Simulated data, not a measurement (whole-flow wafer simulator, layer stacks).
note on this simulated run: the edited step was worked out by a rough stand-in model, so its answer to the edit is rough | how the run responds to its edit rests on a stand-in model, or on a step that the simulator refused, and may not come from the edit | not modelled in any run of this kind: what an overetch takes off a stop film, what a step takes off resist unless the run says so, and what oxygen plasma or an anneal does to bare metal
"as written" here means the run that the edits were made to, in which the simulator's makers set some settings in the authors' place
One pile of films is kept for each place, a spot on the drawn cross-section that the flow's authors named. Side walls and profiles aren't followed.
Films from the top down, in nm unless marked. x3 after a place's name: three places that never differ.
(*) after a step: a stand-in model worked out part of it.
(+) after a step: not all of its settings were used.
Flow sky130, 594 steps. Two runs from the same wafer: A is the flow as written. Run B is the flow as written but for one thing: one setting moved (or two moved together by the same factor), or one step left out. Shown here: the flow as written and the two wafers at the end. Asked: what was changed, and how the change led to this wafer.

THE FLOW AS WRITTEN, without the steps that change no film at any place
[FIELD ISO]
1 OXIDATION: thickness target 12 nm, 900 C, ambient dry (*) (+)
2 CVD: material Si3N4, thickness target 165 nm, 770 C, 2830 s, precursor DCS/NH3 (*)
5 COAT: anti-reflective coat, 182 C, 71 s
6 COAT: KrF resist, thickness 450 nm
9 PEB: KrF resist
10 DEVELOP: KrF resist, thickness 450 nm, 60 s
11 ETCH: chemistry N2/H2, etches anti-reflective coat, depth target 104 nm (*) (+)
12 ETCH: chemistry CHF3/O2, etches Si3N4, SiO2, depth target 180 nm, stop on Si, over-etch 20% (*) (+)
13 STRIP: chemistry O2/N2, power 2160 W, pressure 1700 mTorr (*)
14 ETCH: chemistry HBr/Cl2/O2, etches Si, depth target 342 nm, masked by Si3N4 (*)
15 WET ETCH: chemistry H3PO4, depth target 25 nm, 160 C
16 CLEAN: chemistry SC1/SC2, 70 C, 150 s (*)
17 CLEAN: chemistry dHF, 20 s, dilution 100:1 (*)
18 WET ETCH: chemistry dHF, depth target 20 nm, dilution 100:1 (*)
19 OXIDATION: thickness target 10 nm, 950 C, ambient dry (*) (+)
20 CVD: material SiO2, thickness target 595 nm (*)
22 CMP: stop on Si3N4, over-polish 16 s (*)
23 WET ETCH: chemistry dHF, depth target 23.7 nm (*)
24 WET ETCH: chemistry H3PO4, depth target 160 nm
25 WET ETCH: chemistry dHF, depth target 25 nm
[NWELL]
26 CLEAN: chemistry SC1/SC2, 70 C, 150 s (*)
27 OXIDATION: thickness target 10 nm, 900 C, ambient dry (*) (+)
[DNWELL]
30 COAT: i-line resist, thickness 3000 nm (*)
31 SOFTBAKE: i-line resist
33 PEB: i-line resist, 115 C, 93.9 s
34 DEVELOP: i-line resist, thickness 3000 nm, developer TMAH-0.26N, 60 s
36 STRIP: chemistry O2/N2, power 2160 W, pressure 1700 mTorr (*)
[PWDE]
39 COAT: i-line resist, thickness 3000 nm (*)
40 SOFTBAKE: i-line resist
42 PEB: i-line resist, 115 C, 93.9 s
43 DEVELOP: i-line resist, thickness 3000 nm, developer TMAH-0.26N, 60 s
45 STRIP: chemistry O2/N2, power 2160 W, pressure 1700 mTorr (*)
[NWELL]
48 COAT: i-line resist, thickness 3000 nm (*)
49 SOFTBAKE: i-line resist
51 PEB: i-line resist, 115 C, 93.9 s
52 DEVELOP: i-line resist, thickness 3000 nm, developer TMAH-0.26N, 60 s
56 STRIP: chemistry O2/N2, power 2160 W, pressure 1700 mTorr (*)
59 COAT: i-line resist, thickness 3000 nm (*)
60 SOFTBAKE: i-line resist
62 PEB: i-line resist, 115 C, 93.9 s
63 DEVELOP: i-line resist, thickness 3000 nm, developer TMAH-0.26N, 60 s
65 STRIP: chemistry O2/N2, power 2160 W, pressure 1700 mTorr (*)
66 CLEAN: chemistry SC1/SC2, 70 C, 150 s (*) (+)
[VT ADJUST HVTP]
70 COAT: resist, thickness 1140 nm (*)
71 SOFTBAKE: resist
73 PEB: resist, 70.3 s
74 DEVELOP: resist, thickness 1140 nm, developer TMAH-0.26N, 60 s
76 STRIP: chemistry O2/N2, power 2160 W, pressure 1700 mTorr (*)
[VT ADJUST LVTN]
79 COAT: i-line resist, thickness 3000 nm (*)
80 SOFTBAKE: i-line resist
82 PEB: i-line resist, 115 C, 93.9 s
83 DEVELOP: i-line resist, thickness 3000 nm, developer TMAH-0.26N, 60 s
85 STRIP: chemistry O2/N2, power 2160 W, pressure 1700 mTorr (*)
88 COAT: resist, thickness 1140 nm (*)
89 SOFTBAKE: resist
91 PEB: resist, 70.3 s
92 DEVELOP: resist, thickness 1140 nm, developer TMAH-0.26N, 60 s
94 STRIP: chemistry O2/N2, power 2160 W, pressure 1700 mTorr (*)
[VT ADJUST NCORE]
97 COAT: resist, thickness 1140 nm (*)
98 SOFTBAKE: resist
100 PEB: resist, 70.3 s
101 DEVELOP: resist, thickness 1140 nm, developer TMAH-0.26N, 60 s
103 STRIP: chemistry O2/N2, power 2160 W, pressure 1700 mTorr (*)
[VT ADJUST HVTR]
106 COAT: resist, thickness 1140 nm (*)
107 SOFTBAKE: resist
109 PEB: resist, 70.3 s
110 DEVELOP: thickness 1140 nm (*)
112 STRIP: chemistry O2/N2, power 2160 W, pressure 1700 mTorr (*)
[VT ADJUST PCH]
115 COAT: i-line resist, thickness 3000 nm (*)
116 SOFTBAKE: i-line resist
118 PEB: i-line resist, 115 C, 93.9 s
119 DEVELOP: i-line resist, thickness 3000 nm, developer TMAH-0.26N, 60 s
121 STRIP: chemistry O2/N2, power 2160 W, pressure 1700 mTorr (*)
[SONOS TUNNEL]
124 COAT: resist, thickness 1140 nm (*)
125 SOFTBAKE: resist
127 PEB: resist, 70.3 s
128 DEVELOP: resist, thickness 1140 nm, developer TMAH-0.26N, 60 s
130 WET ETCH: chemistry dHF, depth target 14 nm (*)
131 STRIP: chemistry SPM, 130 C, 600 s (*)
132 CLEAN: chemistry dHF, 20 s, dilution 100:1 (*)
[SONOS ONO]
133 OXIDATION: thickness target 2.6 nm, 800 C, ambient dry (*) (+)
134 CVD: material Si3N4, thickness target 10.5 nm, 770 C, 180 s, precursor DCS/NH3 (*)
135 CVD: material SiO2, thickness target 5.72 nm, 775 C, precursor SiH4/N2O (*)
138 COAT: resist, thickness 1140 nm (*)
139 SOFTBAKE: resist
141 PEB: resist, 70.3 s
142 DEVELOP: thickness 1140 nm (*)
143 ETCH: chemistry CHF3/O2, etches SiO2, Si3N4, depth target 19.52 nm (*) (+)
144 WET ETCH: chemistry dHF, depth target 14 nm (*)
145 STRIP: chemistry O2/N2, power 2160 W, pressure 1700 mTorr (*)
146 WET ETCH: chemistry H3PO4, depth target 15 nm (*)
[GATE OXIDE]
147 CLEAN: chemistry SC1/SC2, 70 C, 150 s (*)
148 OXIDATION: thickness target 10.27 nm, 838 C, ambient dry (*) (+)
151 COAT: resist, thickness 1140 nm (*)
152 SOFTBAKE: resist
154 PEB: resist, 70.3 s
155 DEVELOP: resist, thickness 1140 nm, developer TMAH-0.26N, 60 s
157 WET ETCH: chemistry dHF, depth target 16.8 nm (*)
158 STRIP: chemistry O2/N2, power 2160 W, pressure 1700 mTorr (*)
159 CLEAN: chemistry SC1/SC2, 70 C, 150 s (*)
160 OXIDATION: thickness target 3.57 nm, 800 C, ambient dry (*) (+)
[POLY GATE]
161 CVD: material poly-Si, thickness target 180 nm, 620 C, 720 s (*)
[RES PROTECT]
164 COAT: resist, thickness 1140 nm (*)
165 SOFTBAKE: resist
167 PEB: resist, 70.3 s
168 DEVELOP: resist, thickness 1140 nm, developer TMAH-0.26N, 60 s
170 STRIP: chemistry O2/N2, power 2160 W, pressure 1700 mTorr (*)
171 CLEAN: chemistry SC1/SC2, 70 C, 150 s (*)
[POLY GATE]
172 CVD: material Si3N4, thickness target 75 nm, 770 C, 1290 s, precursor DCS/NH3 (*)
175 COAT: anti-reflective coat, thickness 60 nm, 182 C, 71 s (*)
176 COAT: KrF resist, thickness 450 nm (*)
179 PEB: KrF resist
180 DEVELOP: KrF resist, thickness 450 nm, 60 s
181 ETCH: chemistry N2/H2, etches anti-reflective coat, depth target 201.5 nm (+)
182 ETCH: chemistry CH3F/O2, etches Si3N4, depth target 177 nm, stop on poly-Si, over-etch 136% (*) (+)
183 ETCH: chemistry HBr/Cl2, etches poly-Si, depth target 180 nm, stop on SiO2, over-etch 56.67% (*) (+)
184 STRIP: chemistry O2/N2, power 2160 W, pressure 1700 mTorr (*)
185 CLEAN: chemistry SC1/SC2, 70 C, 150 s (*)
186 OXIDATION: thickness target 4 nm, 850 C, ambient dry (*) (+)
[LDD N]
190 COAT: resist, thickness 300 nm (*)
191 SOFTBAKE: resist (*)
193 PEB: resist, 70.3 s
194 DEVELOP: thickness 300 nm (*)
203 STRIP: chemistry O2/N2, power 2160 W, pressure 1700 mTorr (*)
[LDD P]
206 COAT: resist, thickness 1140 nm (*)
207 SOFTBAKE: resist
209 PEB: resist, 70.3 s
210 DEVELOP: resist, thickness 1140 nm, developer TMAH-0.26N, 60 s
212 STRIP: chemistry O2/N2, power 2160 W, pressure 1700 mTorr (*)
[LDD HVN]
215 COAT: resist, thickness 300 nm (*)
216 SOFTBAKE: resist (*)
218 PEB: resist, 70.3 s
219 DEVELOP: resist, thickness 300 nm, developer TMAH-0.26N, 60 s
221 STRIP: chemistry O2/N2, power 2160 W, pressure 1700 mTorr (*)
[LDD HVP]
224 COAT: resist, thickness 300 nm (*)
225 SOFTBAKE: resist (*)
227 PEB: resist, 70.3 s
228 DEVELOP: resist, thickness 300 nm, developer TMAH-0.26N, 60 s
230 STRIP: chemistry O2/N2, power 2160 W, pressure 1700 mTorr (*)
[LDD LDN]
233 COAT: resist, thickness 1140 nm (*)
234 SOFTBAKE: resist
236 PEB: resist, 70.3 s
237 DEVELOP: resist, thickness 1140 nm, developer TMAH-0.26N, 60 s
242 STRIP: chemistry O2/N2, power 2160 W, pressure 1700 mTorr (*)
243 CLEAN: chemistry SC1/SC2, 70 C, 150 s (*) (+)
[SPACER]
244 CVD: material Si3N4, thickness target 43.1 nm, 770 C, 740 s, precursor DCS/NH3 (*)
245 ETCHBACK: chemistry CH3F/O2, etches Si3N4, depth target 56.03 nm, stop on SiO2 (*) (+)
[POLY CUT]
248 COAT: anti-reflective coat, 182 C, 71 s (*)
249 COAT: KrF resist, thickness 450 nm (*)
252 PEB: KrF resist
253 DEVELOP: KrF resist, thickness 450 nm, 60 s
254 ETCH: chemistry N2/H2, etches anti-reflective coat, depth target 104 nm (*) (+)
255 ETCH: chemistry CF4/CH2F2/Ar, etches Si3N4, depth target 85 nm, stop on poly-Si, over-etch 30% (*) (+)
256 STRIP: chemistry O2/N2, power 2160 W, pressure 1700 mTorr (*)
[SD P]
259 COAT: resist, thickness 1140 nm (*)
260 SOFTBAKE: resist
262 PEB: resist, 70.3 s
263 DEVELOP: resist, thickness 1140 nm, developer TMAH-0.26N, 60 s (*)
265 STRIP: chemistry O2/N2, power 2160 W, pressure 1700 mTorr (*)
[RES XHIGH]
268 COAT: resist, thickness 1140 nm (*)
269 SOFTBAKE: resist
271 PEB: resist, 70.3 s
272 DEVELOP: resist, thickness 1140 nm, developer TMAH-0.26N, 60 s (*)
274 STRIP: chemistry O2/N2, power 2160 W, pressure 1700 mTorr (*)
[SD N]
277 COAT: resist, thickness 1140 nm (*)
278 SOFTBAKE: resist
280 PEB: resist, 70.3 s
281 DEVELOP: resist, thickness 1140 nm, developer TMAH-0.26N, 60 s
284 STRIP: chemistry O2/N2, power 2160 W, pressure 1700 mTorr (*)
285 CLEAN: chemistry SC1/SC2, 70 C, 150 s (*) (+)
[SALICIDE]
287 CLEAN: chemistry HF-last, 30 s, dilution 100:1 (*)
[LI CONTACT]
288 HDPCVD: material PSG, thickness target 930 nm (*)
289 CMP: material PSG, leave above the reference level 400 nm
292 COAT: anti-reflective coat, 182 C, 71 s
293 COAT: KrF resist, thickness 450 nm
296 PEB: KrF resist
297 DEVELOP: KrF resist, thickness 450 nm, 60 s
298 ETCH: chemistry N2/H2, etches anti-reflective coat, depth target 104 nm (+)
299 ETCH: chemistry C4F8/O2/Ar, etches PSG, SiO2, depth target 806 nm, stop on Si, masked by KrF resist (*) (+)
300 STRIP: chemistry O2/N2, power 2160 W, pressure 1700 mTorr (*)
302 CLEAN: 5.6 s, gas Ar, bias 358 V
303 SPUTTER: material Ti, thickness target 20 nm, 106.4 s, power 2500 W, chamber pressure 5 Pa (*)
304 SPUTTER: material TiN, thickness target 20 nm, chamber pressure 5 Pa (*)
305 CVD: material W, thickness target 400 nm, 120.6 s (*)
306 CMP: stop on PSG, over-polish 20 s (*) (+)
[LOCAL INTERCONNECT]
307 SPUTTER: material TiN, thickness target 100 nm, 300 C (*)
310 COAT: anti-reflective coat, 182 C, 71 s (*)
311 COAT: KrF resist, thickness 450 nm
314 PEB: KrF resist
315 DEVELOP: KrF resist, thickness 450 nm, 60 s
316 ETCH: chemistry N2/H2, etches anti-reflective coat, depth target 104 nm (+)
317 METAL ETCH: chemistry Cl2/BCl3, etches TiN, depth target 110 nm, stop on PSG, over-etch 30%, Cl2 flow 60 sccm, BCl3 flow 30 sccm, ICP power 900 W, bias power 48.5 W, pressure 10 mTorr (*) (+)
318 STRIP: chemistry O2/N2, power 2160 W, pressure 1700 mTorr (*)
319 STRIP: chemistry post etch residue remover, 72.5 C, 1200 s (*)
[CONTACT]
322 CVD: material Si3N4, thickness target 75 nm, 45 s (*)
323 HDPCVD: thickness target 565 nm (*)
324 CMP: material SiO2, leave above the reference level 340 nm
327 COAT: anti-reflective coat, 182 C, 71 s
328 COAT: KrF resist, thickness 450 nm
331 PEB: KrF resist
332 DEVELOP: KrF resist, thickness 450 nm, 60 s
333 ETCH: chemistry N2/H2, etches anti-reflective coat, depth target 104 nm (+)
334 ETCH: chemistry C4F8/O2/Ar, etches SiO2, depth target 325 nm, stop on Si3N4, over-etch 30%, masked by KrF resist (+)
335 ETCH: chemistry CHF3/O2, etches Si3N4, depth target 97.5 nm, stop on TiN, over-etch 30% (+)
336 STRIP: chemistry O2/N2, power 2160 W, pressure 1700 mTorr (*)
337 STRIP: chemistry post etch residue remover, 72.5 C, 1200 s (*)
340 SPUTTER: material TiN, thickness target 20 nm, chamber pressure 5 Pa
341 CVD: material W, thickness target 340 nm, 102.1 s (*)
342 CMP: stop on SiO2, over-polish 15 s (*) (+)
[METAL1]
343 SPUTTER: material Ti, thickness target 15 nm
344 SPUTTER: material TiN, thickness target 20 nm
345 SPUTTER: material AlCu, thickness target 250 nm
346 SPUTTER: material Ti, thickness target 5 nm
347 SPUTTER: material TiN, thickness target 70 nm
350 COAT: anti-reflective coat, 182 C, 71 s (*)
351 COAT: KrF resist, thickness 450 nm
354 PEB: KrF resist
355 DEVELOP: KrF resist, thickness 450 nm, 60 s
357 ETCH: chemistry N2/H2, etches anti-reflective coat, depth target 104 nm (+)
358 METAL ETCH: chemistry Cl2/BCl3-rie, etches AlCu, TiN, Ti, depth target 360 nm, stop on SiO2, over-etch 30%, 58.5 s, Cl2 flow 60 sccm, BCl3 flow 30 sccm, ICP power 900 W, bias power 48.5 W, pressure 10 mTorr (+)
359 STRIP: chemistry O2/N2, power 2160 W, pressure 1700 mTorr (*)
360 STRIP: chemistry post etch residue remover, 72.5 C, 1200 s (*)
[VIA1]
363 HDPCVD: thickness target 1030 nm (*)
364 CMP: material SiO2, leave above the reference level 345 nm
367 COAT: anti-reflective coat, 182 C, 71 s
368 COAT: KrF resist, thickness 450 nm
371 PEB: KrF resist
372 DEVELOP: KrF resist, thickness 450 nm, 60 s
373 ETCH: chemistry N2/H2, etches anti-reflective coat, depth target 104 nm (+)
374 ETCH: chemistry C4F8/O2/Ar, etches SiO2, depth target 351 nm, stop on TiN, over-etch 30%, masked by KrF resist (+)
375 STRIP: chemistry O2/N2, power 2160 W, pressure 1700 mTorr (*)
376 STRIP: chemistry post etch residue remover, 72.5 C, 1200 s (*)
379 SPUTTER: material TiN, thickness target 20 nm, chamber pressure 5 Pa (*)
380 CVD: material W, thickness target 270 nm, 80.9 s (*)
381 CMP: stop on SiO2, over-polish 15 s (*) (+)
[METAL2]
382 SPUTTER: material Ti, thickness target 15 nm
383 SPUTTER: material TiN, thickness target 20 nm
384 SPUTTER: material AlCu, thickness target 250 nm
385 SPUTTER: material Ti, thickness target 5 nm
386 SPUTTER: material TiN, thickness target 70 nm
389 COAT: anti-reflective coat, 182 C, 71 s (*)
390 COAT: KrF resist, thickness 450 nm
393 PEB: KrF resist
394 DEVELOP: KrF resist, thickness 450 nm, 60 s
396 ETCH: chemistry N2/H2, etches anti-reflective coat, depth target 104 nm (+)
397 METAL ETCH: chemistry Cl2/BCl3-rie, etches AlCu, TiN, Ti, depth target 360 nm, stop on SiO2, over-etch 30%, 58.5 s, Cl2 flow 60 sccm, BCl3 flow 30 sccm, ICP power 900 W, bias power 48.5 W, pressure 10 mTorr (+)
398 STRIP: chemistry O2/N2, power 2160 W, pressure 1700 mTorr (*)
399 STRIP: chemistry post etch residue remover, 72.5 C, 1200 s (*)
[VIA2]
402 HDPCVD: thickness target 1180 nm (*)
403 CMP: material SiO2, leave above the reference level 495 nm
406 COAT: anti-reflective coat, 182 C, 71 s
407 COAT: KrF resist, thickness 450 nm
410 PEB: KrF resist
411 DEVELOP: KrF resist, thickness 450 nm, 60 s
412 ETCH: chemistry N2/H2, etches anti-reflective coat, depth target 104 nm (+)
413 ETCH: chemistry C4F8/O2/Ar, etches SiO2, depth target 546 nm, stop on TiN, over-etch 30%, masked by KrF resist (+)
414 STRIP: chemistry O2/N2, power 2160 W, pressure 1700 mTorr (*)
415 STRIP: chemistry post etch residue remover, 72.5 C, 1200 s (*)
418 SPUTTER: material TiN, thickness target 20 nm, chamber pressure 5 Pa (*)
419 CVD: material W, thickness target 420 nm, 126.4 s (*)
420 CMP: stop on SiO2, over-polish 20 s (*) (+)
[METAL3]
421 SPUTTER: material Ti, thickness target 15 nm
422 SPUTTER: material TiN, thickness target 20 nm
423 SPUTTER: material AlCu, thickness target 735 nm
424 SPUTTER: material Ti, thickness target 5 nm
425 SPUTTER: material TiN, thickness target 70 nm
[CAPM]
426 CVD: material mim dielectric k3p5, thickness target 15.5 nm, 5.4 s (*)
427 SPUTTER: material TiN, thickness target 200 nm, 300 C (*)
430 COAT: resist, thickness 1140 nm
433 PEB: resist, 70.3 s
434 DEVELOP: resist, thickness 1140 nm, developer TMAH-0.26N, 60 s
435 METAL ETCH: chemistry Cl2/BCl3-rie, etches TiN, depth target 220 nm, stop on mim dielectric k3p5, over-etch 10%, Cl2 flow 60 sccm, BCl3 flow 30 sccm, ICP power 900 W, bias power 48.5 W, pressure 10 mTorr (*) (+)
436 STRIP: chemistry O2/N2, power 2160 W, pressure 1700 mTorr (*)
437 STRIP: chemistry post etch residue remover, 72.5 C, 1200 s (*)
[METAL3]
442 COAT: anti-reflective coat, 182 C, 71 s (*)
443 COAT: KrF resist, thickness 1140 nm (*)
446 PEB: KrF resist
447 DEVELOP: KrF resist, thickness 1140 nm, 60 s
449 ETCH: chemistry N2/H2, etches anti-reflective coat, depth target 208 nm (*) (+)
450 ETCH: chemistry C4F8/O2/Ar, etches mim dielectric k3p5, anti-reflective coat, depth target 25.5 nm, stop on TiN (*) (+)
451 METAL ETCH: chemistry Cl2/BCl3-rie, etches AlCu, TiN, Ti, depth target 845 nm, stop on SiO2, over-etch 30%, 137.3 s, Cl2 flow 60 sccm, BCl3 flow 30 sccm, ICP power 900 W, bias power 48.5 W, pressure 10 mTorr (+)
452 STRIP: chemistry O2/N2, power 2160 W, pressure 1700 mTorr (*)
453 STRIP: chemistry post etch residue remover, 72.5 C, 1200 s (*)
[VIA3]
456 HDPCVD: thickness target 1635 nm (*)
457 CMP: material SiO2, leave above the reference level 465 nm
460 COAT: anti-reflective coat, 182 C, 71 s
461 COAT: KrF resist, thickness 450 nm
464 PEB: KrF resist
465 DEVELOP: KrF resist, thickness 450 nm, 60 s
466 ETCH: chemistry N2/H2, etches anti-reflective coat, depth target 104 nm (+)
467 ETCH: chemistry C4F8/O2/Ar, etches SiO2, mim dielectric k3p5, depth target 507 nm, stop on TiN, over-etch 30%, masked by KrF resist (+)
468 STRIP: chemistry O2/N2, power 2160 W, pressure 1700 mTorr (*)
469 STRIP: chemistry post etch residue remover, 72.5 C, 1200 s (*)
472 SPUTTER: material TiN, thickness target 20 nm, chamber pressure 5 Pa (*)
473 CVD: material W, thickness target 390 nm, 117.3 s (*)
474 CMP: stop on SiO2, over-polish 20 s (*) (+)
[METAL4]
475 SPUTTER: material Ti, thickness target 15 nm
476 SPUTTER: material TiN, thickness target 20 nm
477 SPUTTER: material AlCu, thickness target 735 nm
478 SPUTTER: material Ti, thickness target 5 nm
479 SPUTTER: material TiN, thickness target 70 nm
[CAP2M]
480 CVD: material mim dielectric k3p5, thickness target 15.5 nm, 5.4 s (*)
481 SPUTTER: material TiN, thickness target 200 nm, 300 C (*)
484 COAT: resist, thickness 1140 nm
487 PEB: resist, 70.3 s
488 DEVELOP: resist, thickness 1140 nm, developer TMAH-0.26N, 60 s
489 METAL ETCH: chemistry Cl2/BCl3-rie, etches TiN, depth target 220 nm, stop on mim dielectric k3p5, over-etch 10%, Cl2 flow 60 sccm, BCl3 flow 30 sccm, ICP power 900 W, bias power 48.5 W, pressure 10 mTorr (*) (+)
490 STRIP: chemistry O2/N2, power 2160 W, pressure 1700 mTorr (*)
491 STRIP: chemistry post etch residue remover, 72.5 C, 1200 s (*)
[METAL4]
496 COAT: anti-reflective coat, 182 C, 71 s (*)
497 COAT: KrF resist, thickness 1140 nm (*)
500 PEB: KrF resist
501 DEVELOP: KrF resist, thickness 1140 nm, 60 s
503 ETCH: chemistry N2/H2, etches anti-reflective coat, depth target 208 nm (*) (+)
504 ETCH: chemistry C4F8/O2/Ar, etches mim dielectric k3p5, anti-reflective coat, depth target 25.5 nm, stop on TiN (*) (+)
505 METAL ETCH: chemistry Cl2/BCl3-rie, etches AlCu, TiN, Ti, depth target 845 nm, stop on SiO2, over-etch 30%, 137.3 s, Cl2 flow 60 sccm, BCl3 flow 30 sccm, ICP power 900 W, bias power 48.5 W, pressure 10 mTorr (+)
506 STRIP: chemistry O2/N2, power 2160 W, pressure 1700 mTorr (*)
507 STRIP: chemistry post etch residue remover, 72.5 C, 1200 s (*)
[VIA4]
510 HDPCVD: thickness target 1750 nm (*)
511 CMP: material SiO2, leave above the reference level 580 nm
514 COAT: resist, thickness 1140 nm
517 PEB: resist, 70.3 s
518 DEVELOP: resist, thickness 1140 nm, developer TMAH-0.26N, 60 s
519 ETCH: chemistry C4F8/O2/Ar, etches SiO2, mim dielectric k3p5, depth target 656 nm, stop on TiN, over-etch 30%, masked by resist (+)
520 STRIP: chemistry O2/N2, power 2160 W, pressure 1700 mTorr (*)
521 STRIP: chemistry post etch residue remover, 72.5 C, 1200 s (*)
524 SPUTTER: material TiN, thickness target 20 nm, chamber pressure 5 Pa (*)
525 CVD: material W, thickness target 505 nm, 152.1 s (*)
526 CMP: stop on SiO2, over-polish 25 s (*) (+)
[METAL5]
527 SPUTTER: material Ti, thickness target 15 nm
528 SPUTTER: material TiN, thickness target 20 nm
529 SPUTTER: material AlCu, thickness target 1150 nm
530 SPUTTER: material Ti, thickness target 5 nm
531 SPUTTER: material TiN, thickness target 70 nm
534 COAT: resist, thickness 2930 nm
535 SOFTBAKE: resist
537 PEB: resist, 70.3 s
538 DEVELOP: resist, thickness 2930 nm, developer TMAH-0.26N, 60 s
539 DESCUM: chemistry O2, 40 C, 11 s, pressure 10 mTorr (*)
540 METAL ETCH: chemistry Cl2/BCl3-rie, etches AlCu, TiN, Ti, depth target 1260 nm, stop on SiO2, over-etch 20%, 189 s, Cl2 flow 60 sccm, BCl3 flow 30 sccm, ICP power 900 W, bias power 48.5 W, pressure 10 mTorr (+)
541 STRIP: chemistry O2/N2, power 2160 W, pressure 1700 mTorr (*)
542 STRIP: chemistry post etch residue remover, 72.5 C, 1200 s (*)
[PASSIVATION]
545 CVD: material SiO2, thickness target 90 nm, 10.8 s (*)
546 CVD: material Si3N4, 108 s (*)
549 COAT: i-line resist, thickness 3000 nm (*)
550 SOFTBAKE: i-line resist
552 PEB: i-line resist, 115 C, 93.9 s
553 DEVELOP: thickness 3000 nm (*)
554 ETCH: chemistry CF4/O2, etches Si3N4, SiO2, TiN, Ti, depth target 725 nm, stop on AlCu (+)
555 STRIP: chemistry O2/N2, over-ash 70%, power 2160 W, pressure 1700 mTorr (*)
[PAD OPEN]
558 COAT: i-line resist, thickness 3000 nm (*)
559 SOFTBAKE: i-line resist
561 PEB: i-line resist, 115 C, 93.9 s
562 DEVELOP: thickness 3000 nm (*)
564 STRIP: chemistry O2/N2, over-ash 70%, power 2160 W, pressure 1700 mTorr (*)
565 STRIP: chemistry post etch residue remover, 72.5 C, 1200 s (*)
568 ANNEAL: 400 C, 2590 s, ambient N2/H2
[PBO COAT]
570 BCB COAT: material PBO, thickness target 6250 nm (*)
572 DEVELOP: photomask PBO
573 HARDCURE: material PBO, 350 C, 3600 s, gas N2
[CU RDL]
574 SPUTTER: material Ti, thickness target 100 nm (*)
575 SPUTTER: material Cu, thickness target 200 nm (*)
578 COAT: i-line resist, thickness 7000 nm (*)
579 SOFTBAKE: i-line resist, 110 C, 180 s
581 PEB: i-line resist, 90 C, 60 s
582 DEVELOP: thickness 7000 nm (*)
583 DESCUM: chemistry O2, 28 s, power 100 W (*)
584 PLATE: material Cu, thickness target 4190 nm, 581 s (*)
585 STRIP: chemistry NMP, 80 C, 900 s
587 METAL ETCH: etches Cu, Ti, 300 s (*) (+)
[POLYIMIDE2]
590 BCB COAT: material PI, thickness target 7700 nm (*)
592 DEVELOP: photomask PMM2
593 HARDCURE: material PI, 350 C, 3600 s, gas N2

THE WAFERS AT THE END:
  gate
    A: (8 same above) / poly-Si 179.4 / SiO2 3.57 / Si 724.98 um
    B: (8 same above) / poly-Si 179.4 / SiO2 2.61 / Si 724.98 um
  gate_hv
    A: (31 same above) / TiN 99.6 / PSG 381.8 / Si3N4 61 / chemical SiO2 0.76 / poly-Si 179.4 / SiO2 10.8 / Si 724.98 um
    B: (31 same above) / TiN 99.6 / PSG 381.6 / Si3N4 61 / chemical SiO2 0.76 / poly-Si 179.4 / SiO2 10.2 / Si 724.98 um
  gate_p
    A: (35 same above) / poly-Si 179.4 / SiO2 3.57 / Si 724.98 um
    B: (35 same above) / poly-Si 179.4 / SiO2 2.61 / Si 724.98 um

The cause: step 160, OXIDATION: 720 C was run, where the flow has 800 C.

How the change led to this, step by step:
  160 OXIDATION: thickness target 3.57 nm, 800 C, ambient dry (*) (+)
      active, n_well, p_well and 58 more: A SiO2 +3.57 (new film), chemical SiO2 -0.76 (all of it), Si -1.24 | B SiO2 +2.61 (new film), chemical SiO2 -0.76 (all of it), Si -0.82
      gate_hv, m1, pad and 37 more: A SiO2 +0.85, Si -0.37 | B SiO2 +0.24, Si -0.11
  161 CVD: material poly-Si, thickness target 180 nm, 620 C, 720 s (*)
      ndiff_dn: A poly-Si +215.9 (new film) | B poly-Si +194.3 (new film)
  165 SOFTBAKE: resist
      ndiff_dn: A resist +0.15 | B resist +0.72
  175 COAT: anti-reflective coat, thickness 60 nm, 182 C, 71 s (*)
      ndiff_dn: A anti-reflective coat +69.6 (new film) | B anti-reflective coat +84.9 (new film)
      iso_guard_nsd: A anti-reflective coat +56.4 (new film) | B anti-reflective coat +50.7 (new film)
  181 ETCH: chemistry N2/H2, etches anti-reflective coat, depth target 201.5 nm (+)
      ndiff_dn: A anti-reflective coat -69.6 (all of it), Si3N4 -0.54 | B anti-reflective coat -84.9 (all of it), Si3N4 -0.35
      iso_guard_nsd: A anti-reflective coat -56.4 (all of it), Si3N4 -0.72 | B anti-reflective coat -50.7 (all of it), Si3N4 -0.79
  183 ETCH: chemistry HBr/Cl2, etches poly-Si, depth target 180 nm, stop on SiO2, over-etch 56.67% (*) (+)
      ndiff_dn: A poly-Si -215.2 (all of it), SiO2 -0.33 | B poly-Si -193.7 (all of it), SiO2 -0.44
  184 STRIP: chemistry O2/N2, power 2160 W, pressure 1700 mTorr (*)
      poly_dn: A KrF resist -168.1 (all of it), anti-reflective coat -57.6 (all of it) | B KrF resist -163.9 (all of it), anti-reflective coat -57.8 (all of it)
  186 OXIDATION: thickness target 4 nm, 850 C, ambient dry (*) (+)
      active, p_well, spacer and 26 more: A SiO2 +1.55, Si -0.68 | B SiO2 +2.29, Si -1.01
      ndiff_dn: A SiO2 +1.52, Si -0.67 | B SiO2 +2.17, Si -0.95
